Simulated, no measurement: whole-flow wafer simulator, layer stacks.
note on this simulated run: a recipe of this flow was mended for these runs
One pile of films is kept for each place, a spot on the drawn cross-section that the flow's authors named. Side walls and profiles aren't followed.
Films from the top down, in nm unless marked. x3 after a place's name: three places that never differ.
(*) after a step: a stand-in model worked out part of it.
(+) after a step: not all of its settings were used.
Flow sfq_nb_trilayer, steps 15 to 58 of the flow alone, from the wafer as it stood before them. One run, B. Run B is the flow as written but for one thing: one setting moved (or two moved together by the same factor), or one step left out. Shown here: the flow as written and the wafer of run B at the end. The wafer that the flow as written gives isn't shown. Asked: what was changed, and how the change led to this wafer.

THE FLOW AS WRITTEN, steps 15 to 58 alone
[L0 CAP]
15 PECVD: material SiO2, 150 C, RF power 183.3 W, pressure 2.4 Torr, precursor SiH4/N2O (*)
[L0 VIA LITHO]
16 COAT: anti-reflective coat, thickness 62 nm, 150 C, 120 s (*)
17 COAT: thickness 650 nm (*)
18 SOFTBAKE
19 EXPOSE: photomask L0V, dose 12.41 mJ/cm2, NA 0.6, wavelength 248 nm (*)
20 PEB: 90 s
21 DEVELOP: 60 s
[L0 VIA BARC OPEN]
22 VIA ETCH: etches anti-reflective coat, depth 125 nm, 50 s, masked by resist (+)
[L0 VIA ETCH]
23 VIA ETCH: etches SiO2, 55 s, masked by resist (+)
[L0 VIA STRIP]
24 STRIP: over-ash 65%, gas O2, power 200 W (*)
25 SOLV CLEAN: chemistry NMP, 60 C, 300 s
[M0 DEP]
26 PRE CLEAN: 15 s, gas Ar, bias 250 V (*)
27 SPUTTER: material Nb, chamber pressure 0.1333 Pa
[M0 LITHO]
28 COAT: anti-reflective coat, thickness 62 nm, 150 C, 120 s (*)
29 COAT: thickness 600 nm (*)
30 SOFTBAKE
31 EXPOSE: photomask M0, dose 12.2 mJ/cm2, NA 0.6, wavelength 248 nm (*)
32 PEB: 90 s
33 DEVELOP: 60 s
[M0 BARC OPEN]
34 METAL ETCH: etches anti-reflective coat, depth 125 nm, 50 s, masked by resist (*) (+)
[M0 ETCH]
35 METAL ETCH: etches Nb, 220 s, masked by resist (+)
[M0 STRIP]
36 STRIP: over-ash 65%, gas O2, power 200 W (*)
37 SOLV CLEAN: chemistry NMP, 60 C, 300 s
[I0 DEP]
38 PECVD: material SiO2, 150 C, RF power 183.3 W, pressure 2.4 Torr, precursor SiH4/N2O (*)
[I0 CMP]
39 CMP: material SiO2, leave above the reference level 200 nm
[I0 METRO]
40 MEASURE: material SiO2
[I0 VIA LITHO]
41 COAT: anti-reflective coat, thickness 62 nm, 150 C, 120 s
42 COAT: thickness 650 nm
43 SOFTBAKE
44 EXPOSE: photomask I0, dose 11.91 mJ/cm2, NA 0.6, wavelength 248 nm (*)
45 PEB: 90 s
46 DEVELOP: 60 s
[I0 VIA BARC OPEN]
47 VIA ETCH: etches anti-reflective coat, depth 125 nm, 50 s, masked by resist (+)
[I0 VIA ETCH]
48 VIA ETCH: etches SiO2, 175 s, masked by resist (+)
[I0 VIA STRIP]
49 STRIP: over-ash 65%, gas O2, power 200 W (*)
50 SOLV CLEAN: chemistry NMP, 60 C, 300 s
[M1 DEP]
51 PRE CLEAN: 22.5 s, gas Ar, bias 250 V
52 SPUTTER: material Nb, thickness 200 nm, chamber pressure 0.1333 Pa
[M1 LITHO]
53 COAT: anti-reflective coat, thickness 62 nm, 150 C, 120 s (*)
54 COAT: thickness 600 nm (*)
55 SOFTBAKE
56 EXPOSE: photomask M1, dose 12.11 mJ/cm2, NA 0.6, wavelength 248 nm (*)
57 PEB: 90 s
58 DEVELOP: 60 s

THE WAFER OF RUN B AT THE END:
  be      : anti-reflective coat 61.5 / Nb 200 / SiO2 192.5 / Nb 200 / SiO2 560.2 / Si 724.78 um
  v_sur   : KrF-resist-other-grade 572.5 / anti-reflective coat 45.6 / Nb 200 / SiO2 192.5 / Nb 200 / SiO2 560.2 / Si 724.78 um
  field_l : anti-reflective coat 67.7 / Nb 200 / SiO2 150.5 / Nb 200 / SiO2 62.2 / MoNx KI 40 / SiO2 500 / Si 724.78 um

The cause: step 15, PECVD: pressure 1.81 Torr was run, where the flow has pressure 2.4 Torr.

How the change led to this, step by step:
  15 PECVD: material SiO2, 150 C, RF power 183.3 W, pressure 2.4 Torr, precursor SiH4/N2O (*)
      v_sur, via_wl, via_w and 97 more: SiO2 +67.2 (as written it would be: SiO2 +60)
      field_l, l0_sur, l0v, l0r_line_l, l0r_line_c, l0r_line_r: SiO2 +67.2 (new film) (as written it would be: SiO2 +60 (new film))
  23 VIA ETCH: etches SiO2, 55 s, masked by resist (+)
      l0v: SiO2 -66.9 (all of it), MoNx KI -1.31 (as written it would be: SiO2 -59.7 (all of it), MoNx KI -2.03)
  28 COAT: anti-reflective coat, thickness 62 nm, 150 C, 120 s (*)
      l0_sur: anti-reflective coat +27 (new film) (as written it would be: anti-reflective coat +29.3 (new film))
      l0v: anti-reflective coat +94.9 (new film) (as written it would be: anti-reflective coat +92.5 (new film))
  36 STRIP: over-ash 65%, gas O2, power 200 W (*)
      l0_sur: KrF-resist-other-grade -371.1 (all of it), anti-reflective coat -27 (all of it) (as written it would be: KrF-resist-other-grade -370 (all of it), anti-reflective coat -29.3 (all of it))
      l0v: KrF-resist-other-grade -377.8 (all of it), anti-reflective coat -94.9 (all of it) (as written it would be: KrF-resist-other-grade -374.1 (all of it), anti-reflective coat -92.5 (all of it))
  39 CMP: material SiO2, leave above the reference level 200 nm
      l0v: SiO2 -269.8 (as written it would be: SiO2 -277.4)
